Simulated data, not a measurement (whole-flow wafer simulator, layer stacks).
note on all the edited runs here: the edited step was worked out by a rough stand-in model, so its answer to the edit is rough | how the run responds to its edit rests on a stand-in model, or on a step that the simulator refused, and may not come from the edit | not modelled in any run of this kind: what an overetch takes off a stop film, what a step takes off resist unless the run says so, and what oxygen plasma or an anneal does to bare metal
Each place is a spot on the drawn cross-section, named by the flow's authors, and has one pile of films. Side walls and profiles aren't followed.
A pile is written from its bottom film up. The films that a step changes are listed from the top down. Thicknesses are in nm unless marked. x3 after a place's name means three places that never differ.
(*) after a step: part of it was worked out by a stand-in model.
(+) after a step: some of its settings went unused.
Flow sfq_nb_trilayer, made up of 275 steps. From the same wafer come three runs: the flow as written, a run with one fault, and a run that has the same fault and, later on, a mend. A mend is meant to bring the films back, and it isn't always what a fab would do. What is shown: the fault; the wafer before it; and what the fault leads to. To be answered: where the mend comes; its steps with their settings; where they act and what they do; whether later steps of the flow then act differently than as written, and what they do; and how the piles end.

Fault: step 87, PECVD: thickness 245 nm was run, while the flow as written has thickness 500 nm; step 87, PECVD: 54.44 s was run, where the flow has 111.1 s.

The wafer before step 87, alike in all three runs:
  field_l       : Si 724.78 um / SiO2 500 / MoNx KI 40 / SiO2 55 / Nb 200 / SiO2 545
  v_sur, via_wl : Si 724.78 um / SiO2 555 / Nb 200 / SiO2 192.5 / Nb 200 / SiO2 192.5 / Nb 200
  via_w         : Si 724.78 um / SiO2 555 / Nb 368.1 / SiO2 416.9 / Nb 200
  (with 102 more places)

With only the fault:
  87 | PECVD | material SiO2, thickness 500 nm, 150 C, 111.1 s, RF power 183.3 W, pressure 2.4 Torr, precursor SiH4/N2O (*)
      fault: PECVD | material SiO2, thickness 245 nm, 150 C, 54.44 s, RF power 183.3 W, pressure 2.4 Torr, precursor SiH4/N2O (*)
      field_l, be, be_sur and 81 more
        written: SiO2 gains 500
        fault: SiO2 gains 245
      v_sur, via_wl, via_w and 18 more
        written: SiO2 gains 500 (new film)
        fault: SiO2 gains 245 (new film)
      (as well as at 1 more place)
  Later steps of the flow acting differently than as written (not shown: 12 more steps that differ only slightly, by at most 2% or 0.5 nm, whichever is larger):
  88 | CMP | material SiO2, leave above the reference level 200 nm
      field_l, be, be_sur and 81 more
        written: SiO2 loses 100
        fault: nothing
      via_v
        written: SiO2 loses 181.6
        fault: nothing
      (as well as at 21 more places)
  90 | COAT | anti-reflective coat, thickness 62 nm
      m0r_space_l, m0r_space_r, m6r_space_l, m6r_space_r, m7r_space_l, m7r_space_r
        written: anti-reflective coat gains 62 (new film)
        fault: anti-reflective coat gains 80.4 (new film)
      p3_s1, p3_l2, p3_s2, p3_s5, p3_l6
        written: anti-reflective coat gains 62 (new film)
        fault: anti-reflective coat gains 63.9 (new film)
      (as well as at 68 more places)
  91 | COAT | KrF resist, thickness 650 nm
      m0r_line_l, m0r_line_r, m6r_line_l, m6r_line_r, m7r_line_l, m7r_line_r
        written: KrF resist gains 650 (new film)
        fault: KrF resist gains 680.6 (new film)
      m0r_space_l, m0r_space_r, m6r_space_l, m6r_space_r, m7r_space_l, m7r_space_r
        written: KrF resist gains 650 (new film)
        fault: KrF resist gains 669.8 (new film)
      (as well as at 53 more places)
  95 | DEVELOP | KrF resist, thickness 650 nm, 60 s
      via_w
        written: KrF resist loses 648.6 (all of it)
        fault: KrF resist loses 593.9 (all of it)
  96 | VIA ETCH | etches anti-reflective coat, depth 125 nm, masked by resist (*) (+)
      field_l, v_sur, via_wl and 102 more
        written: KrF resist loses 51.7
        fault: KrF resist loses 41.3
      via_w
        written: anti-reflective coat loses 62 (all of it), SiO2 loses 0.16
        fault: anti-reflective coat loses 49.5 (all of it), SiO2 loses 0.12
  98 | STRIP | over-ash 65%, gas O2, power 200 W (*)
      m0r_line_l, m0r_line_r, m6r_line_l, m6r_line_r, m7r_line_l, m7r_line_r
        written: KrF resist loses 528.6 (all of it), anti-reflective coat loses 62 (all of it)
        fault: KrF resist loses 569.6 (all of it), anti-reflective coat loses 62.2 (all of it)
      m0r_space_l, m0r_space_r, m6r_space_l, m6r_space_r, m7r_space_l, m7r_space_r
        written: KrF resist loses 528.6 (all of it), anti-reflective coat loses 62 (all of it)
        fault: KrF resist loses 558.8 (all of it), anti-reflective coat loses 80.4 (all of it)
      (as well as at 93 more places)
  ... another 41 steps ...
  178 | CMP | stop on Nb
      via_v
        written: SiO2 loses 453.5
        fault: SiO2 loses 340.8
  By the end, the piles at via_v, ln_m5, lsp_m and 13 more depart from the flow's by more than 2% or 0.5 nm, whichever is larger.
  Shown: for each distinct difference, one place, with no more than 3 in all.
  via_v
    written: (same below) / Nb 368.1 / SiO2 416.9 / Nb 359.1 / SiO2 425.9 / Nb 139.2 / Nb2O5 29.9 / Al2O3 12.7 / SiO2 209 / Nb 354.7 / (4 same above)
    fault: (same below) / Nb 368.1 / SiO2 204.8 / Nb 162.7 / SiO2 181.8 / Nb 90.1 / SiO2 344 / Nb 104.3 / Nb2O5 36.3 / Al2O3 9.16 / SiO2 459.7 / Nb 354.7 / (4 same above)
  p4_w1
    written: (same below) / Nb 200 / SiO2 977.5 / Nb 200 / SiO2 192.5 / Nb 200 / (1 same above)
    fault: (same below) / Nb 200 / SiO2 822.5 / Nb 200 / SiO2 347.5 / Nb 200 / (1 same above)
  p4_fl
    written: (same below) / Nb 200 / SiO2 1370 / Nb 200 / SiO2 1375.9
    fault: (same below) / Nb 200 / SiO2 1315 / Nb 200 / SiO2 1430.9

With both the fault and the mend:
  After step 87 comes the mend.
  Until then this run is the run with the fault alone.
  87a | PECVD | material SiO2, thickness 255 nm, 150 C, 56.67 s, RF power 183.3 W, pressure 2.4 Torr, precursor SiH4/N2O (*) (a further turn of the flow's step 87, with different settings)
      field_l, v_sur, via_wl and 102 more
        SiO2 gains 255
      via_v
        SiO2 gains 260.8
  Later steps of the flow acting differently than as written (not shown: 2 more steps that differ only slightly, by at most 2% or 0.5 nm, whichever is larger):
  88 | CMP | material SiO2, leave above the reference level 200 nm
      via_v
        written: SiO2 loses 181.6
        mend: SiO2 loses 48.7
  At every place that both follow, the piles at the end match the flow's.
